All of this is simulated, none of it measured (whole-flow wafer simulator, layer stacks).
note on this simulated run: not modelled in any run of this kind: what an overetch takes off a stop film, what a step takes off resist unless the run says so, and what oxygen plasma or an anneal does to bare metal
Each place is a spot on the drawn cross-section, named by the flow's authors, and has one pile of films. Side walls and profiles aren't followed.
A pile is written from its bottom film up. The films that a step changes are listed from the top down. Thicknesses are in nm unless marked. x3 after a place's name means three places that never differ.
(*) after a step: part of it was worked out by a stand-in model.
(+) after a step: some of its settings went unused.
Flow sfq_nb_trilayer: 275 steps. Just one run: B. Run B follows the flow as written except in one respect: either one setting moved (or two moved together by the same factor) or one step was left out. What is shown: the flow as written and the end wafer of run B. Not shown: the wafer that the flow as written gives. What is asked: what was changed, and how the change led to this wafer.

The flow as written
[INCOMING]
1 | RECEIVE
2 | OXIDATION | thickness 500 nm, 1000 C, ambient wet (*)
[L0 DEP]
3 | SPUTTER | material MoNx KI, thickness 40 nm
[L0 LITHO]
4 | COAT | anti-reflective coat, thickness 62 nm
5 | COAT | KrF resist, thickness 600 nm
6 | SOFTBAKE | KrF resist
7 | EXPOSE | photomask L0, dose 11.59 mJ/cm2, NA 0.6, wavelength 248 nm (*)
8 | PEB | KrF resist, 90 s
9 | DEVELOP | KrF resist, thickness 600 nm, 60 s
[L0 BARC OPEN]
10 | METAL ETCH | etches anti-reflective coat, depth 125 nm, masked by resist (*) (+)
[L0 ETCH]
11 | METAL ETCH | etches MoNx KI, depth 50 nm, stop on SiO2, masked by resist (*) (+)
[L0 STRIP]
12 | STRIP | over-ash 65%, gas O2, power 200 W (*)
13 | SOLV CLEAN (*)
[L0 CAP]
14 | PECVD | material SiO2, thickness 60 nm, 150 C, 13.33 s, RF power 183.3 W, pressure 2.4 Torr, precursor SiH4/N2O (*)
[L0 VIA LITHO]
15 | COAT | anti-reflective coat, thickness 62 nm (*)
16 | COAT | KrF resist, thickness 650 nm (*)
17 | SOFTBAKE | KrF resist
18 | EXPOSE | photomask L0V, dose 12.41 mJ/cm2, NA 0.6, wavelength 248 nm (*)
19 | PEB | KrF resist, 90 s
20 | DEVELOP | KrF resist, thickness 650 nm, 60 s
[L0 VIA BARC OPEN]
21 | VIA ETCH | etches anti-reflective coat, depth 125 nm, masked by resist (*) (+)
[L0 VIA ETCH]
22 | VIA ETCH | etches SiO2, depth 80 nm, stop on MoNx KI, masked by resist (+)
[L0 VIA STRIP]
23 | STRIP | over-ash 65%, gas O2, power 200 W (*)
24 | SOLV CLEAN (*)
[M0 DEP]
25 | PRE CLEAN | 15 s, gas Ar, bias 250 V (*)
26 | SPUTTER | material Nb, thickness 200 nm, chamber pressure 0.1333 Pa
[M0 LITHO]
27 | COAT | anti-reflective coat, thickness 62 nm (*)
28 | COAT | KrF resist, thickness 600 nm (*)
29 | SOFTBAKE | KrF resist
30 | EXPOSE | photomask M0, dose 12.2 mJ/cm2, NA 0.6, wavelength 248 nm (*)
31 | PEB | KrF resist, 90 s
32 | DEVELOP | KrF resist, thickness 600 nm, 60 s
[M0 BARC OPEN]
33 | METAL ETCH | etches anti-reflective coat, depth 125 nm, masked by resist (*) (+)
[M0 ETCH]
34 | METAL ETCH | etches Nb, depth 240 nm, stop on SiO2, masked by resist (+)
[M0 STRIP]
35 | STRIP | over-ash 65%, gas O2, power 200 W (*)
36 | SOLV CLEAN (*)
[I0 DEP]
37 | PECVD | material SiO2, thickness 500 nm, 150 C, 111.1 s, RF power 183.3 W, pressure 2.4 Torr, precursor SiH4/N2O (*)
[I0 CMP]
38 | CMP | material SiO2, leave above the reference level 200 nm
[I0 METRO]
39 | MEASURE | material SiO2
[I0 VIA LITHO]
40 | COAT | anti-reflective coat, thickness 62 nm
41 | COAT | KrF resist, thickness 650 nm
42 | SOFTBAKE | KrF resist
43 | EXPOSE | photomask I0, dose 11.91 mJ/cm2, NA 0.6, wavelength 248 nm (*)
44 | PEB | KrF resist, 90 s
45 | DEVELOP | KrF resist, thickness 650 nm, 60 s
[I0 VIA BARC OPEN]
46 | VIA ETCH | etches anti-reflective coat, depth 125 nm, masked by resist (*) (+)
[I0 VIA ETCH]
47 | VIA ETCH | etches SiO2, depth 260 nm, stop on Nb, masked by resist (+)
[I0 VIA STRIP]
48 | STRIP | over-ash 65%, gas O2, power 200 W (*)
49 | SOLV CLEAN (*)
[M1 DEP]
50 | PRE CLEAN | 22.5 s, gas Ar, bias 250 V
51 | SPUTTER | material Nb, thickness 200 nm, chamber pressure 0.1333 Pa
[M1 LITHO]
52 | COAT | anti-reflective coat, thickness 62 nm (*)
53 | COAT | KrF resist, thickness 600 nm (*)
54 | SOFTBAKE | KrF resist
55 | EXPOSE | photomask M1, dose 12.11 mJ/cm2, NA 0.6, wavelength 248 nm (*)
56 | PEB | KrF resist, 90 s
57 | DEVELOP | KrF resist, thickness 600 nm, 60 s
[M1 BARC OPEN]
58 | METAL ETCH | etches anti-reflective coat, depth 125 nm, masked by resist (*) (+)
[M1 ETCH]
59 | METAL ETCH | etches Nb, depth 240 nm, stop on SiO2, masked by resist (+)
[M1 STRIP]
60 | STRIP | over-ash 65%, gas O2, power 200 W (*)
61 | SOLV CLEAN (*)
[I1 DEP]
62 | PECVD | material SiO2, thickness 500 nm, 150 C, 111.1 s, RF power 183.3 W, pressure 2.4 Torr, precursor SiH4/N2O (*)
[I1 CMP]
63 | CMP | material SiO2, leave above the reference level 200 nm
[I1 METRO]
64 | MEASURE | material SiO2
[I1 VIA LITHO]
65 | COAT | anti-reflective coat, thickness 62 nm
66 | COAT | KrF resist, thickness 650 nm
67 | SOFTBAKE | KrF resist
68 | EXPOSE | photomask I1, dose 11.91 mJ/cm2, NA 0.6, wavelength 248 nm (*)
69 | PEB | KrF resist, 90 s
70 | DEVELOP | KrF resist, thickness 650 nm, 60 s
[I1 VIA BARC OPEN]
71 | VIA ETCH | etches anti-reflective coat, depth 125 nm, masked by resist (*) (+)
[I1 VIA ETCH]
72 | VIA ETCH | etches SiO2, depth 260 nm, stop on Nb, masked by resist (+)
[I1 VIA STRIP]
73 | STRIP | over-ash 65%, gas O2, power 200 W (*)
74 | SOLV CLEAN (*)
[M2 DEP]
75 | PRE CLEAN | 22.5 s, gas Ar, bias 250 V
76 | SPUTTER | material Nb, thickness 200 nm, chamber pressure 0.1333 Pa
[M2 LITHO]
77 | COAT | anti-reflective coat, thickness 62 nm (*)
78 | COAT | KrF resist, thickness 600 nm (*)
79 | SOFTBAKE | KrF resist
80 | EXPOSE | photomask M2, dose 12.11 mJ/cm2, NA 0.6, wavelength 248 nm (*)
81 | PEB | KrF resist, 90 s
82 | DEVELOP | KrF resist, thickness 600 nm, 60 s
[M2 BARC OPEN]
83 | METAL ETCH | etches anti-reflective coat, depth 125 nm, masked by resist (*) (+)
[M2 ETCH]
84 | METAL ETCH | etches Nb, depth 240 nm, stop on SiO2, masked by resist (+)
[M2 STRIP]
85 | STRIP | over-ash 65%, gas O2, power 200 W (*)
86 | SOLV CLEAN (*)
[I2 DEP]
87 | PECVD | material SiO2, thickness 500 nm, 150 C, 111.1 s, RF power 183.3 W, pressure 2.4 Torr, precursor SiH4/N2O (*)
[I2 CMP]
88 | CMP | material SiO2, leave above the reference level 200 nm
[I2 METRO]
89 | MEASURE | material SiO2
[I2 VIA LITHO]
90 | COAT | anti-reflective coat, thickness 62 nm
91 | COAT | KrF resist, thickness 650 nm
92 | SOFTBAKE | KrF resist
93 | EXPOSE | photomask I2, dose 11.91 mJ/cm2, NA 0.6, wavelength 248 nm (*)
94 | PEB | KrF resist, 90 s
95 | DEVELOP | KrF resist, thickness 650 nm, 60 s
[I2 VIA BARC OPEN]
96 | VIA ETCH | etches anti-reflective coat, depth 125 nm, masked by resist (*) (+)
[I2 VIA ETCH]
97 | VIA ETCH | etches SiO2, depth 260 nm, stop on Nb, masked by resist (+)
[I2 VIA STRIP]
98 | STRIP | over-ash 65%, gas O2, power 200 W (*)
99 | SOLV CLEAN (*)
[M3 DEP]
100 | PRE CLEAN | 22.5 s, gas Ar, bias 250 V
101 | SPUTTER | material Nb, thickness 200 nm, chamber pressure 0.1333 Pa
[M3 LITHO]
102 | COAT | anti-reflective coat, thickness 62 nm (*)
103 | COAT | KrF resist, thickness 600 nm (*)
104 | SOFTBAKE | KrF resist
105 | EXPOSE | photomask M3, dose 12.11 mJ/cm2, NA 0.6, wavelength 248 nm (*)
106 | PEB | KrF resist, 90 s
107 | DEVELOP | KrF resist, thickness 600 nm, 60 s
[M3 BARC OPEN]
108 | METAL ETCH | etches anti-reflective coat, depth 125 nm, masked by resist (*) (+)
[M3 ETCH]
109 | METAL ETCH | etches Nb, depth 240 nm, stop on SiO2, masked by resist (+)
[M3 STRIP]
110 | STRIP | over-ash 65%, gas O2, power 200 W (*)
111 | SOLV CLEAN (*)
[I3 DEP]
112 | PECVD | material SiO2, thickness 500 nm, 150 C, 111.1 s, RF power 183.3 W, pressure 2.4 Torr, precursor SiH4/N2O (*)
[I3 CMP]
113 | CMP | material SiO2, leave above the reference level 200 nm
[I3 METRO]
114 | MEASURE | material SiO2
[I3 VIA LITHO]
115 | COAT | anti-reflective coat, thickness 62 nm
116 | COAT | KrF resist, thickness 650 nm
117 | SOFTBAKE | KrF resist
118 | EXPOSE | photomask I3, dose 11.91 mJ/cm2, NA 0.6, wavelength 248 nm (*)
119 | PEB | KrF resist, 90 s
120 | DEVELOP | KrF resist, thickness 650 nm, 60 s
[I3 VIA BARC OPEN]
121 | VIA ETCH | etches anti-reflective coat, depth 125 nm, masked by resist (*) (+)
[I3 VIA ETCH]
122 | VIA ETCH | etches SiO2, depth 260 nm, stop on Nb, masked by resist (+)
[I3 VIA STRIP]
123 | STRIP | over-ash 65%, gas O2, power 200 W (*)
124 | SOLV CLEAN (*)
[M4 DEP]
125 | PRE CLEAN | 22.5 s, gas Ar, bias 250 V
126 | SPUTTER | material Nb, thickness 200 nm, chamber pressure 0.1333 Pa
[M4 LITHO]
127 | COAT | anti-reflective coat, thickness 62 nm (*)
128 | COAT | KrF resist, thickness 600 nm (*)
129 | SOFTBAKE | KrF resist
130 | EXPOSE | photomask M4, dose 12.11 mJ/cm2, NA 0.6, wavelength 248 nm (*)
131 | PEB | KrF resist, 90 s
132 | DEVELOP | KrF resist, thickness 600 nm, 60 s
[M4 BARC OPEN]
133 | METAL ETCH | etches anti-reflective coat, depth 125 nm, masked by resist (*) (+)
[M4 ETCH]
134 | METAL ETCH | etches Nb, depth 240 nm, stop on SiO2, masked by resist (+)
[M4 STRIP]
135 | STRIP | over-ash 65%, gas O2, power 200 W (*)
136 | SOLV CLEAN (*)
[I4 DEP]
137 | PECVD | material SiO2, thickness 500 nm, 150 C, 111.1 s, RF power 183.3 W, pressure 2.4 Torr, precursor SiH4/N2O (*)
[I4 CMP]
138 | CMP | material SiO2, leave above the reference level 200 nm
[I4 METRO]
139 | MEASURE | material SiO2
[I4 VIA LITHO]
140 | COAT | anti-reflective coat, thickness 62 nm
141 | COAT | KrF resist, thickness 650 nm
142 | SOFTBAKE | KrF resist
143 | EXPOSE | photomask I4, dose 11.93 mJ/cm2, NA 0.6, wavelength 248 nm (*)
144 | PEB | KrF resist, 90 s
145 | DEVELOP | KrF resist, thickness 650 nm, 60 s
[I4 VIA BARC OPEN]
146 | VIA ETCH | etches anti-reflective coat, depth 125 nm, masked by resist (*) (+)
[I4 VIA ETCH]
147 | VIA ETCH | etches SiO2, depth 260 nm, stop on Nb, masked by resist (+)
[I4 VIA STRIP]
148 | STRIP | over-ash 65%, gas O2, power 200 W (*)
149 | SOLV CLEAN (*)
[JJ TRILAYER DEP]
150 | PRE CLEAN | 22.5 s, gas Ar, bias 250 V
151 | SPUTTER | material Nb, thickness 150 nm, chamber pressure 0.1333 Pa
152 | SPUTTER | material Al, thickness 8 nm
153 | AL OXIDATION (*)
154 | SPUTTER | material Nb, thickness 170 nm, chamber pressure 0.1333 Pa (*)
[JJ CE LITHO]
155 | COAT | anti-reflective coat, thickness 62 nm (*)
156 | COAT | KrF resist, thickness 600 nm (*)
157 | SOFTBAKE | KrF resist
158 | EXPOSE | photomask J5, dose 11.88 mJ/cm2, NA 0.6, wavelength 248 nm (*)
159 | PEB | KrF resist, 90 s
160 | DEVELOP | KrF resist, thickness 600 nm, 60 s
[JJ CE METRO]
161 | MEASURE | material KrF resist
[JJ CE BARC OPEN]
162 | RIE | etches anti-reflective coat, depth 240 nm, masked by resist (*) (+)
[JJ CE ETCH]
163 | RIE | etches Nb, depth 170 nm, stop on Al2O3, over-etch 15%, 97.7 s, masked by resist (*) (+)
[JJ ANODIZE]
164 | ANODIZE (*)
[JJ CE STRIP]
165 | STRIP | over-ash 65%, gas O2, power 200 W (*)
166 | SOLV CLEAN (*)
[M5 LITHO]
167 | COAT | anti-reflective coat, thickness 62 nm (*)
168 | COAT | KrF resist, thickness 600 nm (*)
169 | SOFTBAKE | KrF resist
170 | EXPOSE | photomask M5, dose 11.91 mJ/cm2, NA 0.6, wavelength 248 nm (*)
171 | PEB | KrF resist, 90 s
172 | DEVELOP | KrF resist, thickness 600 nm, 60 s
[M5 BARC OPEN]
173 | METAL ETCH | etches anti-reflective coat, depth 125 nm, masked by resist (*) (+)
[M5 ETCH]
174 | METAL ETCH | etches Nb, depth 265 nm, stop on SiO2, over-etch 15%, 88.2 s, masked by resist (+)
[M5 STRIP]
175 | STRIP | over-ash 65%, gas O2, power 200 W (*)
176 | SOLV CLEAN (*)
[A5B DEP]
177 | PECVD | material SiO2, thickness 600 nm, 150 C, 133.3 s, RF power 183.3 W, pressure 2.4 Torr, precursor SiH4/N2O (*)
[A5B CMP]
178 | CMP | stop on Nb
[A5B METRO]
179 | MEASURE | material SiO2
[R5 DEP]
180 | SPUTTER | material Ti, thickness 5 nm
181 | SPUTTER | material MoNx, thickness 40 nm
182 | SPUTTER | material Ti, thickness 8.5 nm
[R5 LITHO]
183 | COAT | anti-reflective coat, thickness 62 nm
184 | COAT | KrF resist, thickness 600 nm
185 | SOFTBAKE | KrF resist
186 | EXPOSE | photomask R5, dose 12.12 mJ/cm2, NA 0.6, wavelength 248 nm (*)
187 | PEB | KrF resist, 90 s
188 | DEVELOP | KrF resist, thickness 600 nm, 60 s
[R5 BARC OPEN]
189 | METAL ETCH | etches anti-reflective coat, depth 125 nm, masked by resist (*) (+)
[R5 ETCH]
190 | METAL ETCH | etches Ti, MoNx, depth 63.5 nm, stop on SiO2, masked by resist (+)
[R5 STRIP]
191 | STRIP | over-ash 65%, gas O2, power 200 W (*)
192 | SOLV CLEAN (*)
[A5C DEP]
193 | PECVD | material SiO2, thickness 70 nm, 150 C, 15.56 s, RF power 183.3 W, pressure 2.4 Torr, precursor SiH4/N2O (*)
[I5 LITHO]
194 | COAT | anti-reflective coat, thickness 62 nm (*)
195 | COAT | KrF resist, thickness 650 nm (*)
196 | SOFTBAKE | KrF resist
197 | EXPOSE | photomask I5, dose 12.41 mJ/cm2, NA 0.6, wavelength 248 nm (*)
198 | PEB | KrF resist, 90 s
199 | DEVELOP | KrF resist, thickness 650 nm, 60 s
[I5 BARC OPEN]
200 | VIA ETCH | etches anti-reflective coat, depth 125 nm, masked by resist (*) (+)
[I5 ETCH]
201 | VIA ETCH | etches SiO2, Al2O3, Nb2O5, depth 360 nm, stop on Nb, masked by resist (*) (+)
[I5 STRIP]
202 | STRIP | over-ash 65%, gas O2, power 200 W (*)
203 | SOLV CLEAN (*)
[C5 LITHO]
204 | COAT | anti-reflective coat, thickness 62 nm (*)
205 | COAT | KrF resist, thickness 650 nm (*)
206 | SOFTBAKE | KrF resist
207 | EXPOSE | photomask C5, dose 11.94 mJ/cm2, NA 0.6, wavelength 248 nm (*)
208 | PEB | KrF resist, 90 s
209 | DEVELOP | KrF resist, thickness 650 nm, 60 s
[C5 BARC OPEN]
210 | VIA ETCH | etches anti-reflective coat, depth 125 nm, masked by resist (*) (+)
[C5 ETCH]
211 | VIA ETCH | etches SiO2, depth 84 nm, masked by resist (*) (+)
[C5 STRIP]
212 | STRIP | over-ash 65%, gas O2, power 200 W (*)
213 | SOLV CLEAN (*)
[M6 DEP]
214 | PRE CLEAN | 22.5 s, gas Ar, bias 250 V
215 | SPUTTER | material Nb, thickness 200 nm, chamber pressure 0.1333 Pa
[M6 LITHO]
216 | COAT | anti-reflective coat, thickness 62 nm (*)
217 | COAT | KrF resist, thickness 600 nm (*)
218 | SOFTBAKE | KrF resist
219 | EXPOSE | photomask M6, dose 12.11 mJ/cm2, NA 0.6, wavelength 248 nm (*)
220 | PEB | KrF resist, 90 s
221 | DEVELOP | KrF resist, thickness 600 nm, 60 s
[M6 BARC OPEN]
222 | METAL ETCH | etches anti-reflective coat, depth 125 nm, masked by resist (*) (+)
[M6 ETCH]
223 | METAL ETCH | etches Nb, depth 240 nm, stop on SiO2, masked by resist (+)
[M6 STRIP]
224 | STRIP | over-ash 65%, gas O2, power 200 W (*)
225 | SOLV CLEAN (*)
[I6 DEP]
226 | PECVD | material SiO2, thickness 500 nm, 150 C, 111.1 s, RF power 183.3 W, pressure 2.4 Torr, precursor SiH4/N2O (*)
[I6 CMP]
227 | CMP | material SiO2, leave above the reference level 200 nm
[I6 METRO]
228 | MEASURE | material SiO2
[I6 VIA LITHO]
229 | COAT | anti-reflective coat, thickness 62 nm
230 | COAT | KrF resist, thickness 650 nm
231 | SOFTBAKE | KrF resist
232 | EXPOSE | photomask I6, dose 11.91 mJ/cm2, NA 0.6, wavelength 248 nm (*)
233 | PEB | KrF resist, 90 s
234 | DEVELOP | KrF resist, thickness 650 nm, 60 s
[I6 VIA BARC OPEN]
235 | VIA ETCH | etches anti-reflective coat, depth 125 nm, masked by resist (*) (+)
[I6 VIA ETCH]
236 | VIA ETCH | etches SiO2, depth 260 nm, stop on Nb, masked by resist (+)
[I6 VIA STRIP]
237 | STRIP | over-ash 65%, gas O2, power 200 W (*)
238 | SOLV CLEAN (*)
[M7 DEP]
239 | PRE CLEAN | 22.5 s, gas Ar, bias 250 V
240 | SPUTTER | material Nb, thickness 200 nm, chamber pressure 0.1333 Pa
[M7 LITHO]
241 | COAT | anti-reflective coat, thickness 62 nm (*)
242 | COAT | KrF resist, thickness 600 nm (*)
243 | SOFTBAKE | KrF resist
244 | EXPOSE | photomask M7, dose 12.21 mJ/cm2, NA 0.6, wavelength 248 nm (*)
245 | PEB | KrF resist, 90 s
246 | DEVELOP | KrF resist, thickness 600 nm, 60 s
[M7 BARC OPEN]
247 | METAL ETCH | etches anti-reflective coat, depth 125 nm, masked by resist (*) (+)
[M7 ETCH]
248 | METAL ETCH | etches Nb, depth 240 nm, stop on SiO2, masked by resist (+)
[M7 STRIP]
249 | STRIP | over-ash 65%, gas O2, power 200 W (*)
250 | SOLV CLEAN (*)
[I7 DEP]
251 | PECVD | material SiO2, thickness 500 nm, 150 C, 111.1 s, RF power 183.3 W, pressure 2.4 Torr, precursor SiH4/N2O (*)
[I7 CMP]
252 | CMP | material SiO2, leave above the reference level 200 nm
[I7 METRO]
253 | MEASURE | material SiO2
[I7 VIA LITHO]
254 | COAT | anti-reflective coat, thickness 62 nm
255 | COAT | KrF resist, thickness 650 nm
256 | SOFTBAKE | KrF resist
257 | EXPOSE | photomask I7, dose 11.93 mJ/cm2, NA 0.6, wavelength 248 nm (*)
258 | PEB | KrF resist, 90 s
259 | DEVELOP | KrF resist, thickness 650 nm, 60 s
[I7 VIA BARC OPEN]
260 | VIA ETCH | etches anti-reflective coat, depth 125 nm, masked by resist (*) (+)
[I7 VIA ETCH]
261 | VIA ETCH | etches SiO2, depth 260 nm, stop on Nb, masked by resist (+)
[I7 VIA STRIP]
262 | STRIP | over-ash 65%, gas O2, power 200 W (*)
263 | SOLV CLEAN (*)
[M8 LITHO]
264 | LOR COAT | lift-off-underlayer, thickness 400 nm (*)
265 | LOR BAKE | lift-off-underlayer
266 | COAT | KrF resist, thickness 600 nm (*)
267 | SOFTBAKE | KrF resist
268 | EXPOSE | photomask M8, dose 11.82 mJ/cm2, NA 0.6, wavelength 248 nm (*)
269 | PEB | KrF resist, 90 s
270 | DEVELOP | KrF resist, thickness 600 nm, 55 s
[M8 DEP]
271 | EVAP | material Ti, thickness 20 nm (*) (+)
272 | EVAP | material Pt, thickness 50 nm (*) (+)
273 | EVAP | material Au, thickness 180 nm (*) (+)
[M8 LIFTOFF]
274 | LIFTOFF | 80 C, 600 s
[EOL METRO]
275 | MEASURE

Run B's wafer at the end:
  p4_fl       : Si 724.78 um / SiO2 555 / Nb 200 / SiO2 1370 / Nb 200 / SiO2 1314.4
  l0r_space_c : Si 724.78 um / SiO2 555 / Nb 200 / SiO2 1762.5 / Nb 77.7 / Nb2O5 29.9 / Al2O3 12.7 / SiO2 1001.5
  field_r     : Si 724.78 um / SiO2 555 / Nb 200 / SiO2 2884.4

What caused this: step 151, SPUTTER: thickness 88.5 nm was run, whereas the flow has thickness 150 nm.

How this came from the change, step by step:
  151 | SPUTTER | material Nb, thickness 150 nm, chamber pressure 0.1333 Pa
      field_l, v_sur, via_sp and 100 more: +88.5 Nb (new film) (as written it would have been: +150 Nb (new film))
      via_wl, via_wr: +63.2 Nb (as written it would have been: +130.4 Nb)
      (and at 1 other place as well)
  154 | SPUTTER | material Nb, thickness 170 nm, chamber pressure 0.1333 Pa (*)
      via_w: +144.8 Nb (new film) (as written it would have been: +141 Nb (new film))
  155 | COAT | anti-reflective coat, thickness 62 nm (*)
      via_wl, via_wr: +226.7 anti-reflective coat (new film) (as written it would have been: +209.4 anti-reflective coat (new film))
  162 | RIE | etches anti-reflective coat, depth 240 nm, masked by resist (*) (+)
      ce_l, c5j, ce_r, wl_jj: -226.7 KrF resist (as written it would have been: -209.4 KrF resist)
      via_wl, via_wr: -226.7 anti-reflective coat (all of it) (as written it would have been: -209.4 anti-reflective coat (all of it))
  163 | RIE | etches Nb, depth 170 nm, stop on Al2O3, over-etch 15%, 97.7 s, masked by resist (*) (+)
      via_w: -144.8 Nb (all of it), -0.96 Al2O3 (all of it) (as written it would have been: -141 Nb (all of it), -0.96 Al2O3 (all of it))
  164 | ANODIZE (*)
      via_wl, via_wr: +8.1 Al2O3 (new film), +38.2 Nb2O5 (new film), -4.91 Al (all of it), -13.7 Nb (as written it would have been: +7.52 Al2O3 (new film), +39.2 Nb2O5 (new film), -4.56 Al (all of it), -14.1 Nb)
  165 | STRIP | over-ash 65%, gas O2, power 200 W (*)
      ce_l: -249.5 KrF resist (all of it), -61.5 anti-reflective coat (all of it) (as written it would have been: -266.8 KrF resist (all of it), -61.4 anti-reflective coat (all of it))
      c5j: -249.6 KrF resist (all of it), -61.5 anti-reflective coat (all of it) (as written it would have been: -266.9 KrF resist (all of it), -61.5 anti-reflective coat (all of it))
      (and at 2 other places as well)
  167 | COAT | anti-reflective coat, thickness 62 nm (*)
      via_wl: +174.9 anti-reflective coat (new film) (as written it would have been: +170.5 anti-reflective coat (new film))
      via_w: +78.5 anti-reflective coat (new film) (as written it would have been: +84.1 anti-reflective coat (new film))
      (and at 1 other place as well)
  174 | METAL ETCH | etches Nb, depth 265 nm, stop on SiO2, over-etch 15%, 88.2 s, masked by resist (+)
      field_l, r_sur, res and 50 more: -12.6 Al2O3 (all of it), -29.9 Nb2O5 (all of it), -77.7 Nb (all of it), -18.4 SiO2 (as written it would have been: -12.6 Al2O3 (all of it), -29.9 Nb2O5 (all of it), -139.2 Nb (all of it), -12.3 SiO2)
  175 | STRIP | over-ash 65%, gas O2, power 200 W (*)
      via_wl: -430 KrF resist (all of it), -174.9 anti-reflective coat (all of it) (as written it would have been: -427 KrF resist (all of it), -170.5 anti-reflective coat (all of it))
      via_w: -497.2 KrF resist (all of it), -78.5 anti-reflective coat (all of it) (as written it would have been: -503.5 KrF resist (all of it), -84.1 anti-reflective coat (all of it))
      (and at 1 other place as well)
  177 | PECVD | material SiO2, thickness 600 nm, 150 C, 133.3 s, RF power 183.3 W, pressure 2.4 Torr, precursor SiH4/N2O (*)
      via_wl, via_wr: +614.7 SiO2 (new film) (as written it would have been: +600 SiO2 (new film))
  178 | CMP | stop on Nb
      field_l, p4_fl, p4_fm and 39 more: -314.7 SiO2 (as written it would have been: -259.3 SiO2)
      r_sur, res, r_end, moat, field_r, lsp_l: -314.7 SiO2 (as written it would have been: -252.3 SiO2)
      (and at 8 other places as well)
